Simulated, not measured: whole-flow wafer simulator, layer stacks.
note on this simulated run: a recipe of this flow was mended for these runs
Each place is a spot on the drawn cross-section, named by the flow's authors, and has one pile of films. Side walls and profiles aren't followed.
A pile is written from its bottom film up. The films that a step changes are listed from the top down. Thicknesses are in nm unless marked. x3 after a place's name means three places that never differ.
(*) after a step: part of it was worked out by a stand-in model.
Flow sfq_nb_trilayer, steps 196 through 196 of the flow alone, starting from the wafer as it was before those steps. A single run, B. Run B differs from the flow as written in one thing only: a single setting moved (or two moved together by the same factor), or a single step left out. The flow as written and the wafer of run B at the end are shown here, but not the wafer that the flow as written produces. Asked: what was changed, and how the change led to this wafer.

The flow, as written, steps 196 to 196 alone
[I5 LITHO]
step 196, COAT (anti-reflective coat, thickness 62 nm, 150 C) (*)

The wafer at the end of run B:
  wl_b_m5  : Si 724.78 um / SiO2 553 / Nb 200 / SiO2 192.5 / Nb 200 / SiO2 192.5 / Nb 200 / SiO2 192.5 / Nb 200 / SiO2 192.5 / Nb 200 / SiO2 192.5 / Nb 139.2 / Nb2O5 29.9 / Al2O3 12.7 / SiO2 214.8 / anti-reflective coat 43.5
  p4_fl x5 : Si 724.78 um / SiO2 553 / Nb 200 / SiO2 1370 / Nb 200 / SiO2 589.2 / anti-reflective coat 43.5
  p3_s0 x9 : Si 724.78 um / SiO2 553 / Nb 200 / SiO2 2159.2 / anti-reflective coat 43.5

What caused this: step 196, COAT: thickness 43.5 nm was run, while the flow as written has thickness 62 nm.
The wafer lets one read it off: wl_b_m5 has anti-reflective coat 43.5, and step 196 as written asks for 62 nm.

Step by step, how the change led to this:
  step 196, COAT (anti-reflective coat, thickness 62 nm, 150 C) (*)
      p4_fl x5, p4_w1 x9, p3_s0 x9 and 41 more: +43.5 anti-reflective coat (new film) (as written it would have been: +62 anti-reflective coat (new film))
      via_wl, via_w, via_wr, via_sp, via_v, lsp_r, l0_sur, l0v: +43.8 anti-reflective coat (new film) (as written it would have been: +62.3 anti-reflective coat (new film))
      (and at 34 other places as well)
